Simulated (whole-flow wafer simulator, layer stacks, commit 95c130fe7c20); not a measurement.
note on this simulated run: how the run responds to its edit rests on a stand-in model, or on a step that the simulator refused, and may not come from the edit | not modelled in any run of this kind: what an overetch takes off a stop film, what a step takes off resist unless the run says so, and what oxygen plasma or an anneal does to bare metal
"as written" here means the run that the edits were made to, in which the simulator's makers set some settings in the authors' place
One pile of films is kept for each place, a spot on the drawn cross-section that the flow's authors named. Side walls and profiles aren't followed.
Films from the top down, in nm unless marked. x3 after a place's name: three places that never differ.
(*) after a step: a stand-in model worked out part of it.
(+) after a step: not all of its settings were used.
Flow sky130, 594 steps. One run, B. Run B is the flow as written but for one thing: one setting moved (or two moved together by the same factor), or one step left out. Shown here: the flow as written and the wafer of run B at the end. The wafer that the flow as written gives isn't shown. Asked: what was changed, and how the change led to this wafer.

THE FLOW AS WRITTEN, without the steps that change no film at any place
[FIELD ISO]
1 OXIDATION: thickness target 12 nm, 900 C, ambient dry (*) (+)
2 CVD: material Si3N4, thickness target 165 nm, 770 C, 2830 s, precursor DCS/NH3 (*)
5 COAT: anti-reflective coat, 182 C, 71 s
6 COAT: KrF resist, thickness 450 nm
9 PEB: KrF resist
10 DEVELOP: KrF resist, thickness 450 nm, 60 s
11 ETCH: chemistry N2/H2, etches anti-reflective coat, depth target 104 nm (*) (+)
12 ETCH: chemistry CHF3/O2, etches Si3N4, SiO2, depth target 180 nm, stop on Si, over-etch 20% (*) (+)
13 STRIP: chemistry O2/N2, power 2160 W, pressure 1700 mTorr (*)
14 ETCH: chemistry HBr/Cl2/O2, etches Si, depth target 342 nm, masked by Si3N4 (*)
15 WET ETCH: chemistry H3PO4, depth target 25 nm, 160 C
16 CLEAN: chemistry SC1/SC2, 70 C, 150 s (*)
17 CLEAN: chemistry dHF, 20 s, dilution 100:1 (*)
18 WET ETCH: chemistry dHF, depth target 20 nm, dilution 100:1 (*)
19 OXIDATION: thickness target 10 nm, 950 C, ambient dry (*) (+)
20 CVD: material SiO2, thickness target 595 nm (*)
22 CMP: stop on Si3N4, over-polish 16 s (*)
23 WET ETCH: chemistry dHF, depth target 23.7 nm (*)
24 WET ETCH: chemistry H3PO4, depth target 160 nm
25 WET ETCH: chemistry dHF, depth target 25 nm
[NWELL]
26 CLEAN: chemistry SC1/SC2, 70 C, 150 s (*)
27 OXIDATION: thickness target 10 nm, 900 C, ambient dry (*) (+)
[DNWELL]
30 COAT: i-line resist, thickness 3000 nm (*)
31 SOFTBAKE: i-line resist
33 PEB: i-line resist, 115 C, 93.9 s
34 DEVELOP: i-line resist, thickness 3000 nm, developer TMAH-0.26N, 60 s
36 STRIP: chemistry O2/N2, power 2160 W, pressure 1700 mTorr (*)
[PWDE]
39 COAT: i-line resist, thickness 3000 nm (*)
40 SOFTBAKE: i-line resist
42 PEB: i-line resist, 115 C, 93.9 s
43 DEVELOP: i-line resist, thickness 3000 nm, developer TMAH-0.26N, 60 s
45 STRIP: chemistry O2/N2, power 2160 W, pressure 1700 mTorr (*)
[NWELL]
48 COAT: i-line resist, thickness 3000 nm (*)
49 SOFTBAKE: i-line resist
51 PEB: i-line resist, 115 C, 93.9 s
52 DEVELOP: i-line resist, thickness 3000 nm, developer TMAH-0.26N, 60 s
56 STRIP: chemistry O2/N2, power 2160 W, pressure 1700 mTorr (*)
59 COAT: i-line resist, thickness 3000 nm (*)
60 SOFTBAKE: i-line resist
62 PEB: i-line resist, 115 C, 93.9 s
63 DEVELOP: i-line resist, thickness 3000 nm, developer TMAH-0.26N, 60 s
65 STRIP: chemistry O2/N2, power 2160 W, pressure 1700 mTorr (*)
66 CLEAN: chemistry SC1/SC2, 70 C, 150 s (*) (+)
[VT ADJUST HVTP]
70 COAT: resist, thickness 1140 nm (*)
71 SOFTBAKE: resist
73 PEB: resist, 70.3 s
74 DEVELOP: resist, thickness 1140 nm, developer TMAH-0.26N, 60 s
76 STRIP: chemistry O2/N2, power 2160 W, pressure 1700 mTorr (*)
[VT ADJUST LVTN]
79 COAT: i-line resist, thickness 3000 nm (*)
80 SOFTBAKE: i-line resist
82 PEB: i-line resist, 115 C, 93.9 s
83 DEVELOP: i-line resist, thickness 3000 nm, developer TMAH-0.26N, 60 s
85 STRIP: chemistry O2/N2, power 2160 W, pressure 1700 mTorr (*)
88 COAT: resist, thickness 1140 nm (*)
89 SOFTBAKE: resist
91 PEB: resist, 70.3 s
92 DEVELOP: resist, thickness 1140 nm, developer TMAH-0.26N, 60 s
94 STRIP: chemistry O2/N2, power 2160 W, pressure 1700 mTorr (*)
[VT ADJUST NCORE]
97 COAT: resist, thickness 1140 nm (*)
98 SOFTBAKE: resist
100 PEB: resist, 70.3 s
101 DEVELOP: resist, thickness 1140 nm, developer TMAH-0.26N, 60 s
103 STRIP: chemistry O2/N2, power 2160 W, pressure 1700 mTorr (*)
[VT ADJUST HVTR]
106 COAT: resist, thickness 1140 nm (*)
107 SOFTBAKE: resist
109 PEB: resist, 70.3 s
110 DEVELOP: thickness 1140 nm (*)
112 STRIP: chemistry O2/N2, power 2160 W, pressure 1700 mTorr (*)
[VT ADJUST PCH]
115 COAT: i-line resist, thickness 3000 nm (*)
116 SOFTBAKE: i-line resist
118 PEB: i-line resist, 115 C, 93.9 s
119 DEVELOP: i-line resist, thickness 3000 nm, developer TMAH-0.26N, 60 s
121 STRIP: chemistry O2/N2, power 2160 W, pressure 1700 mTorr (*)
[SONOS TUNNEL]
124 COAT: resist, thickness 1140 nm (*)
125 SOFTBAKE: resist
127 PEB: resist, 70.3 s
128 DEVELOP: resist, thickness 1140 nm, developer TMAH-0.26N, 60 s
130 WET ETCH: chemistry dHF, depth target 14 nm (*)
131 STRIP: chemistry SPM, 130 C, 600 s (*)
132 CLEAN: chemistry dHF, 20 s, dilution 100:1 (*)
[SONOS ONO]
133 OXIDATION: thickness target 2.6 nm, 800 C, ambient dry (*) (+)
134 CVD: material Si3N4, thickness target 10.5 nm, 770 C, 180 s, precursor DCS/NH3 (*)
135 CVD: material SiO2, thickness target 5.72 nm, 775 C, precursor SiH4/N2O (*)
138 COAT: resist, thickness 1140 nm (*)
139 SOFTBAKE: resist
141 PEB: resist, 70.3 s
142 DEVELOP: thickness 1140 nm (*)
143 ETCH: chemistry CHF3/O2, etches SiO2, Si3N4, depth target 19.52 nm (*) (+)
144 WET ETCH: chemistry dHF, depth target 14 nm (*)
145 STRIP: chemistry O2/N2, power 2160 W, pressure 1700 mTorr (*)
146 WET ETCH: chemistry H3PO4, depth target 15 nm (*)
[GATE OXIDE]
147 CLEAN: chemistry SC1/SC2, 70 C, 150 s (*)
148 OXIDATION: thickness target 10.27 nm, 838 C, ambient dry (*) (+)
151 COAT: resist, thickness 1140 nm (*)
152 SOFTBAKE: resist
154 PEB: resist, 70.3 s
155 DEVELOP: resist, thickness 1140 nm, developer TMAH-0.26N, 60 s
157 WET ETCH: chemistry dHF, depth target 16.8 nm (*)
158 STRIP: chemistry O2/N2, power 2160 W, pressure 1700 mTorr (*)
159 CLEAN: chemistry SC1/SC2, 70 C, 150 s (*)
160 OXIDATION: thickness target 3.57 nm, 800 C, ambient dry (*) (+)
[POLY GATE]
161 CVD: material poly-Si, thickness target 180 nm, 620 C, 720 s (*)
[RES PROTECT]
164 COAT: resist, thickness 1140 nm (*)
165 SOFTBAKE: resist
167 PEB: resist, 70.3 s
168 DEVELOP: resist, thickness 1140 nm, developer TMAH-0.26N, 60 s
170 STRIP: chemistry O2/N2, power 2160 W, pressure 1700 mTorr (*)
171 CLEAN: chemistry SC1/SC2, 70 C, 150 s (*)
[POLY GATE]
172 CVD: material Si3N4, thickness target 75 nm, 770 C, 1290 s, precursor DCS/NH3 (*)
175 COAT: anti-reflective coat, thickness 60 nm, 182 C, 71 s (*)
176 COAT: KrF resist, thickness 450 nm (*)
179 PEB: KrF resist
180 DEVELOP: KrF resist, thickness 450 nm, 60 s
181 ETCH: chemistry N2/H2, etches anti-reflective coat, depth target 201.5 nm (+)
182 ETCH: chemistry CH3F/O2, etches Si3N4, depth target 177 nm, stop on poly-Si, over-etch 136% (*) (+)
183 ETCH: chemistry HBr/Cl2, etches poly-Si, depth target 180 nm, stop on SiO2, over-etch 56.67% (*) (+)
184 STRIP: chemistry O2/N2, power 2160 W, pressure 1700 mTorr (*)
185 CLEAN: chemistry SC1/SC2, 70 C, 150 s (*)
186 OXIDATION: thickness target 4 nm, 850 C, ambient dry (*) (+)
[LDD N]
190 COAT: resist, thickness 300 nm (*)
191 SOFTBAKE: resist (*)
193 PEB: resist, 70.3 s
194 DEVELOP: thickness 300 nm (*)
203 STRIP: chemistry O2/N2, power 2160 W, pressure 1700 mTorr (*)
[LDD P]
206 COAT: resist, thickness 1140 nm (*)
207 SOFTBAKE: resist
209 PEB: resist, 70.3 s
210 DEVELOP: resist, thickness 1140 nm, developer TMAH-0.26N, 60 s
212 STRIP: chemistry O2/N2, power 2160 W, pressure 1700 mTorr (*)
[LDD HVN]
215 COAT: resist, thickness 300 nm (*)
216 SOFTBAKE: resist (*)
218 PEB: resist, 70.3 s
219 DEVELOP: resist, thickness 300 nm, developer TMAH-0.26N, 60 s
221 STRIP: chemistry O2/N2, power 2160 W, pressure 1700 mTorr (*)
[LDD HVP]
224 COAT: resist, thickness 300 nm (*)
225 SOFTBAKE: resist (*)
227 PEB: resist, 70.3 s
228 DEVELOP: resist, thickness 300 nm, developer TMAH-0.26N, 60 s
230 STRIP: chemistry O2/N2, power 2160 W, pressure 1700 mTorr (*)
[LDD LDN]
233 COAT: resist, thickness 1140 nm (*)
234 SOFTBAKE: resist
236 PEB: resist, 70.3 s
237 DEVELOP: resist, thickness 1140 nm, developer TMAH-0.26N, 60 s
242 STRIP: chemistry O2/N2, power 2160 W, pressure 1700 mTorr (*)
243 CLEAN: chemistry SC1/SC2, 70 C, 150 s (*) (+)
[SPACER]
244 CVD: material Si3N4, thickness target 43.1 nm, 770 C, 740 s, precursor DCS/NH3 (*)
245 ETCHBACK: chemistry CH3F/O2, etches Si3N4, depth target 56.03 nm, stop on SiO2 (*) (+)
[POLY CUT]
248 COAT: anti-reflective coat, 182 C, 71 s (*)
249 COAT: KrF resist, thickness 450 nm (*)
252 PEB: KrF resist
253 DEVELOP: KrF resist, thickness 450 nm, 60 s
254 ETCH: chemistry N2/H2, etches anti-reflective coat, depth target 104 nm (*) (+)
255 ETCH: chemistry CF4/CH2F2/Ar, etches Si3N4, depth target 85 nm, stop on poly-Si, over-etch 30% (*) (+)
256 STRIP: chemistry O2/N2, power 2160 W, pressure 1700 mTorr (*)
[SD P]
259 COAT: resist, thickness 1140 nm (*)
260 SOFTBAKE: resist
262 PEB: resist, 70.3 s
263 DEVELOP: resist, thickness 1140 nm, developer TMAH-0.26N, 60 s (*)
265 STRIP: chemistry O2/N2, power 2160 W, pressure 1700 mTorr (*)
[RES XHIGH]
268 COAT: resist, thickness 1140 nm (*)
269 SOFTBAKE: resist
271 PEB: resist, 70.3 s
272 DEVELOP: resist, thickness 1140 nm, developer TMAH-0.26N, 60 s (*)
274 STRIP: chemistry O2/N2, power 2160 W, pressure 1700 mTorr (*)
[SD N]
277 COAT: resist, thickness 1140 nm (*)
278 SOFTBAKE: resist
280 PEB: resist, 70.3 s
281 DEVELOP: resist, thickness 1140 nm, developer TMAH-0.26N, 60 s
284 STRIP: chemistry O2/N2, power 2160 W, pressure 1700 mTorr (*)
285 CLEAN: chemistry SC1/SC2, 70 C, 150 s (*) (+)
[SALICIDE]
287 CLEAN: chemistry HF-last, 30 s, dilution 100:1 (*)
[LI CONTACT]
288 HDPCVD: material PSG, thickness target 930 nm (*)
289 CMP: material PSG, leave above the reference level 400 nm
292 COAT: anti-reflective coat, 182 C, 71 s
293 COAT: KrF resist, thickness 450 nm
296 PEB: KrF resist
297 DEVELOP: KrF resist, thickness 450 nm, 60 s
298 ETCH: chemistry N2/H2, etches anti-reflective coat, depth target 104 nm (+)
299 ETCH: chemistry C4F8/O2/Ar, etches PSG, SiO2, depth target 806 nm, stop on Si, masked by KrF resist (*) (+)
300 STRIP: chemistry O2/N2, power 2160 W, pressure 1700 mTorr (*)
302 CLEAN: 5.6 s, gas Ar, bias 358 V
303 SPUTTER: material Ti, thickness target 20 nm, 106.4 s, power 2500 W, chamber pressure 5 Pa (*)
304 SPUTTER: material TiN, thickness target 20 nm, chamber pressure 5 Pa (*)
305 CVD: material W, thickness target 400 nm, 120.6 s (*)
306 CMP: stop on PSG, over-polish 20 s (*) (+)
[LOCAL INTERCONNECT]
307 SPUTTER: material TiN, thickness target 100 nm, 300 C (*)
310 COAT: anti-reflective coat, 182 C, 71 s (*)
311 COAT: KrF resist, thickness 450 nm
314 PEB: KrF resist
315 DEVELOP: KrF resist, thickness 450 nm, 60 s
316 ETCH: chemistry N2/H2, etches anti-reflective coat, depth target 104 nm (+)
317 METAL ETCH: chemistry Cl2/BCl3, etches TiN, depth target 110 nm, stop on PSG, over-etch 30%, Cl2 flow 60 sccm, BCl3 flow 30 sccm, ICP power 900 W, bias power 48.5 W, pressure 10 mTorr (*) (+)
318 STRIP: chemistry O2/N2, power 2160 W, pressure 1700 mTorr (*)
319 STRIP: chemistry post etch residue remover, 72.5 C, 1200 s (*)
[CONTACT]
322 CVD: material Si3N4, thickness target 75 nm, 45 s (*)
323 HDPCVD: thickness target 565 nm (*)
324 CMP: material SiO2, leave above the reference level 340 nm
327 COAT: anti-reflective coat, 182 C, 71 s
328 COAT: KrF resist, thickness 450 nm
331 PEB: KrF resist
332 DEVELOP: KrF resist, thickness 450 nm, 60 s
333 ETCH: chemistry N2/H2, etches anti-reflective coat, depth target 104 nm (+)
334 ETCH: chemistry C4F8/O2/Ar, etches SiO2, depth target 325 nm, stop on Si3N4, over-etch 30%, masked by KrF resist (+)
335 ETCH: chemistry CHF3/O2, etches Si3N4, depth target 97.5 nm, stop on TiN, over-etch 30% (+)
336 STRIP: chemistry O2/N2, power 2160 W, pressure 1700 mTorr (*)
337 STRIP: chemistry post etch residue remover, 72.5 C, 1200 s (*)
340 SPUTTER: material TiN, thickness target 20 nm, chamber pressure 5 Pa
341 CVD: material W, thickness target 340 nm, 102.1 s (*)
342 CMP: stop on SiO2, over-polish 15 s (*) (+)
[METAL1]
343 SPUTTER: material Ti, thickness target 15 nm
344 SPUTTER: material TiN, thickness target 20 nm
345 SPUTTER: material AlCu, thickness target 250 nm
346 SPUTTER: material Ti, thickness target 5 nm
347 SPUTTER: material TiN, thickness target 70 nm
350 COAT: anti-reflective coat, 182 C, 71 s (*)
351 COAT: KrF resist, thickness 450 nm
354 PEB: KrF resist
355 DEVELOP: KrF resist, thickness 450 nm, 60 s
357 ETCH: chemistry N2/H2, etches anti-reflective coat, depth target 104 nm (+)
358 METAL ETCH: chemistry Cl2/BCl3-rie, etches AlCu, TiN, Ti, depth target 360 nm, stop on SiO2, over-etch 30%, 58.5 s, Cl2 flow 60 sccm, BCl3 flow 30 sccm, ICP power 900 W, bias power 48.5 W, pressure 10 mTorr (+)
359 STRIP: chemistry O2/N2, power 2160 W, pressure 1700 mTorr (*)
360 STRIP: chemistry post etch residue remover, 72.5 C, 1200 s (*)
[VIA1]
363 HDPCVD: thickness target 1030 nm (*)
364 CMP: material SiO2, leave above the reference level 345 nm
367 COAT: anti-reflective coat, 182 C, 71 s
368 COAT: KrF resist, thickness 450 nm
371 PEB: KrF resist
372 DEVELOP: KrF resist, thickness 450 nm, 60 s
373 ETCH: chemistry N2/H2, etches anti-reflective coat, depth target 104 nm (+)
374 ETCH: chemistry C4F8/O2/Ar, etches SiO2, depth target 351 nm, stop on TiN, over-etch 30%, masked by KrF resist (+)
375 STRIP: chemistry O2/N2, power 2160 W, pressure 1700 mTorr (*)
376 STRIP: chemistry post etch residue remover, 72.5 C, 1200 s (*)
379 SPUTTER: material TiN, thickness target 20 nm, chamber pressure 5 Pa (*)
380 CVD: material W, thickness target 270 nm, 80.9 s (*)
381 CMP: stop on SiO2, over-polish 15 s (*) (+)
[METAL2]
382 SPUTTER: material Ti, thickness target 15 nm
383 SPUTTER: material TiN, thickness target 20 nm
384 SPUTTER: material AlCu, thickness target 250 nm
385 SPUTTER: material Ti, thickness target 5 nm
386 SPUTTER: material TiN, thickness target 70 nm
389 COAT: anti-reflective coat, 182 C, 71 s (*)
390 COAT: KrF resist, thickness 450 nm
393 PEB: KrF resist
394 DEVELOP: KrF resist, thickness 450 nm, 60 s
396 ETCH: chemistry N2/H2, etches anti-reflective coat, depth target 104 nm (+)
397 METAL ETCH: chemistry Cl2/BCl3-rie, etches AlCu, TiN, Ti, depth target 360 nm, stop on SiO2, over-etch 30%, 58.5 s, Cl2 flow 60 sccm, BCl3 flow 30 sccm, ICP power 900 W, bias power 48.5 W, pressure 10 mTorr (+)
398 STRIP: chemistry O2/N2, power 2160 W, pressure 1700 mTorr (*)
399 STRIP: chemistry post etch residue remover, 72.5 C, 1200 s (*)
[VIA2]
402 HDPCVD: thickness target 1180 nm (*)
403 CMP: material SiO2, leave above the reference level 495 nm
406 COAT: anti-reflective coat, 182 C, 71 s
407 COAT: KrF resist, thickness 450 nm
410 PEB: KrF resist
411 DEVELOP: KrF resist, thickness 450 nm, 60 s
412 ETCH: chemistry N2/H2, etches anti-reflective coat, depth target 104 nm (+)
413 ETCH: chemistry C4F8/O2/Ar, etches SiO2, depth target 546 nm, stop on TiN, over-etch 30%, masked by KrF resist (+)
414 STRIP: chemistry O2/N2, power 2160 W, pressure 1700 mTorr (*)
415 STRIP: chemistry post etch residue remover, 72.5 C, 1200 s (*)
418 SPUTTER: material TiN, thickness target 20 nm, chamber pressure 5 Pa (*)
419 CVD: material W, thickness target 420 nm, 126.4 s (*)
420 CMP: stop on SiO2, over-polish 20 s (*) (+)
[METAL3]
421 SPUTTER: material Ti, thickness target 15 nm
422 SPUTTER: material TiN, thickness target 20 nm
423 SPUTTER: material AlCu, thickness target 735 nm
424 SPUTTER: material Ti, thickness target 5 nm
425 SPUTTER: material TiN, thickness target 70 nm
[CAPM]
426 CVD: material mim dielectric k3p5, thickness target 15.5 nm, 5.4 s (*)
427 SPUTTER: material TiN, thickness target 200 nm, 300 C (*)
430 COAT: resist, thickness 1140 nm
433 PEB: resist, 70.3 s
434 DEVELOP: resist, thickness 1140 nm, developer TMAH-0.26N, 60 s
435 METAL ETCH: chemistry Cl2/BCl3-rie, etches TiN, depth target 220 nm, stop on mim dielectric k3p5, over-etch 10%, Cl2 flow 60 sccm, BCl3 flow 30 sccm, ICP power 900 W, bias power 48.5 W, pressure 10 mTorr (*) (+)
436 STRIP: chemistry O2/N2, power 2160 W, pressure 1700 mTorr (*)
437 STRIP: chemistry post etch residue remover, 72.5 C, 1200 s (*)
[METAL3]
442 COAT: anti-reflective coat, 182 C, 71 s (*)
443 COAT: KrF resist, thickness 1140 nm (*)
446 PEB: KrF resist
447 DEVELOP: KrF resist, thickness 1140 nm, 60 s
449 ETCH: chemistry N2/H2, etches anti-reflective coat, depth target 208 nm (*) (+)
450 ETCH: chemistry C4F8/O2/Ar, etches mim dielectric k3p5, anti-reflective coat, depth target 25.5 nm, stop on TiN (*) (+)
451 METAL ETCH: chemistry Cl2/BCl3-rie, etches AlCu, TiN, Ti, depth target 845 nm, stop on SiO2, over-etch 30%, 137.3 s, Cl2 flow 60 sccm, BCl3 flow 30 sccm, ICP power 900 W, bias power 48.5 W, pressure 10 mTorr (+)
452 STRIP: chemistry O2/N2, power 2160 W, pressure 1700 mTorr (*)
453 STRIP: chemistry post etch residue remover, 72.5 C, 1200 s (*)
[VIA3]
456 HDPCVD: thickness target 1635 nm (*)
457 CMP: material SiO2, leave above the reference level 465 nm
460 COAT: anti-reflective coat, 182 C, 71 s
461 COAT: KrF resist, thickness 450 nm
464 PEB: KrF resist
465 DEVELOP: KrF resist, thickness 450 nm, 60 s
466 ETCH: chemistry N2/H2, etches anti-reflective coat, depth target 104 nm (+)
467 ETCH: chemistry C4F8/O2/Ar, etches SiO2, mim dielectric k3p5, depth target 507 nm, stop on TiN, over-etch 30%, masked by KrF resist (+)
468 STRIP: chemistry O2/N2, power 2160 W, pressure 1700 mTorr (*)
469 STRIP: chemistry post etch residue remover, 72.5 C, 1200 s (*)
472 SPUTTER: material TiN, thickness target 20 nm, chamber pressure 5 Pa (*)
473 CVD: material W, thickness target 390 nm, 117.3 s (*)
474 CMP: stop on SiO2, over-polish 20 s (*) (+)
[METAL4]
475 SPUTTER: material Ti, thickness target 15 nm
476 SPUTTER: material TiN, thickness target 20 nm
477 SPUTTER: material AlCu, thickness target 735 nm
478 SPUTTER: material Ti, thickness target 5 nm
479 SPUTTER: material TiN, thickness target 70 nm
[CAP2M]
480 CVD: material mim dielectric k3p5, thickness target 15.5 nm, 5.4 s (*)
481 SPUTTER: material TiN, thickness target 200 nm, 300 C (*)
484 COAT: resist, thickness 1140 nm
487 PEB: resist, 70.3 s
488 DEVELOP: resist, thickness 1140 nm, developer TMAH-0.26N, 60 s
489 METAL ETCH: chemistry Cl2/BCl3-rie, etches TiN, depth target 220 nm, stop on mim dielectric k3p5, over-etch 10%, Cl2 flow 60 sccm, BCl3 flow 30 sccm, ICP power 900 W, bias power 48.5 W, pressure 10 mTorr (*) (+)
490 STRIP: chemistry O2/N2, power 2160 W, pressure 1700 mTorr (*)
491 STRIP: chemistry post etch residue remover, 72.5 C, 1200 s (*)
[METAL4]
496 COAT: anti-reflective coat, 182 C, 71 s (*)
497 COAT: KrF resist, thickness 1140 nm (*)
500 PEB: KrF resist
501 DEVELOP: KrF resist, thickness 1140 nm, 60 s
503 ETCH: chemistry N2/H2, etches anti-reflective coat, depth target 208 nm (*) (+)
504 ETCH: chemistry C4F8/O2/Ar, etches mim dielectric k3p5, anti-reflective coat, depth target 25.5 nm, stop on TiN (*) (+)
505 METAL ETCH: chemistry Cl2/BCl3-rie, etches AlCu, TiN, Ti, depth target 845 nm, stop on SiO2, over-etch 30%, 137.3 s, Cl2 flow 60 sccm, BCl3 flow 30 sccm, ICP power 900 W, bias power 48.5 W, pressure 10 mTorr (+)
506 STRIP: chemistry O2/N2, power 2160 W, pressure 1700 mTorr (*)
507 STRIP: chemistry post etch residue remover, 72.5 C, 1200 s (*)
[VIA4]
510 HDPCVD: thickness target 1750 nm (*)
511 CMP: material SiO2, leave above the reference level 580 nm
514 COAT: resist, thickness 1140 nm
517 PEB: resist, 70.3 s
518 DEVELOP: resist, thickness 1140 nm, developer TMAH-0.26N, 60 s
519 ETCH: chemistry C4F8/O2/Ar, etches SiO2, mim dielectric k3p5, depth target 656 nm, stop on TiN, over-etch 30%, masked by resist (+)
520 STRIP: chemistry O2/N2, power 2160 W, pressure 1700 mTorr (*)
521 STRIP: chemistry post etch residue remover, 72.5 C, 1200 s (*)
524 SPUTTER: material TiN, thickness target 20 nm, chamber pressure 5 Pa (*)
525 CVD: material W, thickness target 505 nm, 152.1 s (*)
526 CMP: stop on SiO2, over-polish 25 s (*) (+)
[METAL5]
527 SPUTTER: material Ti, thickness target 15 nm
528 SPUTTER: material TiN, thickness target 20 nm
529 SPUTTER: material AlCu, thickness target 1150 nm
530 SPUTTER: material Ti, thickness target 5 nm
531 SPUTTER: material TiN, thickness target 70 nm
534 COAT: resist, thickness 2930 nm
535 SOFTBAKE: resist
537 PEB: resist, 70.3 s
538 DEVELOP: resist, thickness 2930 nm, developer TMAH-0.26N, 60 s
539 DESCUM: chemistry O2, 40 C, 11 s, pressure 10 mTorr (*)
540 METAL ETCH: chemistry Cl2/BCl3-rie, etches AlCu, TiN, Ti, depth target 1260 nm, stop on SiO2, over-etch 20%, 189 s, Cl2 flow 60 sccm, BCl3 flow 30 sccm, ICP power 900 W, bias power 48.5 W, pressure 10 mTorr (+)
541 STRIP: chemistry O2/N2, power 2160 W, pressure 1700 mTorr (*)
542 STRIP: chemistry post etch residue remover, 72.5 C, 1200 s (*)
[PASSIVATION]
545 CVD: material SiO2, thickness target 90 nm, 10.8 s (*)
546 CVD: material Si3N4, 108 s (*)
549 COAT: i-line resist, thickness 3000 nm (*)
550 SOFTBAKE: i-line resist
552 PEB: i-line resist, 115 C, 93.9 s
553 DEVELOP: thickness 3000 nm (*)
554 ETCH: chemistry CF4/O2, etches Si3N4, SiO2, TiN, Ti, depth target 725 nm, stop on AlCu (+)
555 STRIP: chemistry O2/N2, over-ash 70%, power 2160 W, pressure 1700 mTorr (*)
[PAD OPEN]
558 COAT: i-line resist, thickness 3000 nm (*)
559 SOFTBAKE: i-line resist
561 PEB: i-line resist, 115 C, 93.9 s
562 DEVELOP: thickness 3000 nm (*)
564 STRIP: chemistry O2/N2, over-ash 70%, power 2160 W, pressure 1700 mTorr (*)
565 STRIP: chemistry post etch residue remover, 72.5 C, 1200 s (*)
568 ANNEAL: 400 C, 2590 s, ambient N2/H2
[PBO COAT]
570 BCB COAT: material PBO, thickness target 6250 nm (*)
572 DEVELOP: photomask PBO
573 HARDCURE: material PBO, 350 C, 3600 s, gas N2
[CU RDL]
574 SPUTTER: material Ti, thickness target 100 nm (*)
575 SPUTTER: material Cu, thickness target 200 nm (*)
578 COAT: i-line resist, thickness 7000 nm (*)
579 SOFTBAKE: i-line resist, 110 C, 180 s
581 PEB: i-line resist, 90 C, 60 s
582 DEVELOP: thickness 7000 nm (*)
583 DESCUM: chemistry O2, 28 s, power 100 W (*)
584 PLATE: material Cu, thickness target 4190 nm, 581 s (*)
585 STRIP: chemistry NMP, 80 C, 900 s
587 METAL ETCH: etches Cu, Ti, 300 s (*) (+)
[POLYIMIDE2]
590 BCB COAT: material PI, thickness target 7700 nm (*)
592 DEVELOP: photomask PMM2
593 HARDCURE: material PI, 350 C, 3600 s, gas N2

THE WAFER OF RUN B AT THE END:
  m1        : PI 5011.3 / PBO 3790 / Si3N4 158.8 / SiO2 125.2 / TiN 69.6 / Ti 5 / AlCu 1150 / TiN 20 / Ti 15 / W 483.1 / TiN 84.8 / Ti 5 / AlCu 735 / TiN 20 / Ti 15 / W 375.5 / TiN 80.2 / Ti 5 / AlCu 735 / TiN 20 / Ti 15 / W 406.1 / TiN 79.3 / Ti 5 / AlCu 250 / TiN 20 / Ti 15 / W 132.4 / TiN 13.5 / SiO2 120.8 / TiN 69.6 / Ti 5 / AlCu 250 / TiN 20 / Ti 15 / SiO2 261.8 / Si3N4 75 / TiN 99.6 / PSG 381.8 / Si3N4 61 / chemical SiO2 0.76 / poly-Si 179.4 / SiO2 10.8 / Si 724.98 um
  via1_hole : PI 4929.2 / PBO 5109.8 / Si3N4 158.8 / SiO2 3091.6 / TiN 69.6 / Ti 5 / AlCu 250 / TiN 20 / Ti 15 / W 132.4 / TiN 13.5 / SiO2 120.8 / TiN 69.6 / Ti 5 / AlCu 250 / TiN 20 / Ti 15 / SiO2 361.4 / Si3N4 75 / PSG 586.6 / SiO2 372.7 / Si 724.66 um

The cause: step 374, ETCH: depth target 149 nm was run, where the flow has depth target 351 nm.

How the change led to this, step by step:
  374 ETCH: chemistry C4F8/O2/Ar, etches SiO2, depth target 351 nm, stop on TiN, over-etch 30%, masked by KrF resist (+)
      m1, via1_hole: SiO2 -149 (as written it would be: SiO2 -269.8 (all of it))
      field, active, n_well and 186 more: KrF resist -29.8 (as written it would be: KrF resist -70.1)
  375 STRIP: chemistry O2/N2, power 2160 W, pressure 1700 mTorr (*)
      field, active, n_well and 186 more: KrF resist -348 (all of it), anti-reflective coat -80 (all of it) (as written it would be: KrF resist -307.7 (all of it), anti-reflective coat -80 (all of it))
  379 SPUTTER: material TiN, thickness target 20 nm, chamber pressure 5 Pa (*)
      m1: TiN +13.5 (new film) (as written it would be: TiN +11)
      via1_hole: TiN +13.5 (new film) (as written it would be: TiN +10.9)
  380 CVD: material W, thickness target 270 nm, 80.9 s (*)
      m1, via1_hole: W +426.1 (new film) (as written it would be: W +549.9 (new film))
Counting metal films that touch as one body, m1 has 3 bodies (between them, from the top down: SiO2 120.8; SiO2 261.8 / Si3N4 75); the flow as written gives 2 bodies (between them, from the top down: SiO2 261.8 / Si3N4 75).
Counting metal films that touch as one body, via1_hole has 2 bodies (between them, from the top down: SiO2 120.8); the flow as written gives 1 body.
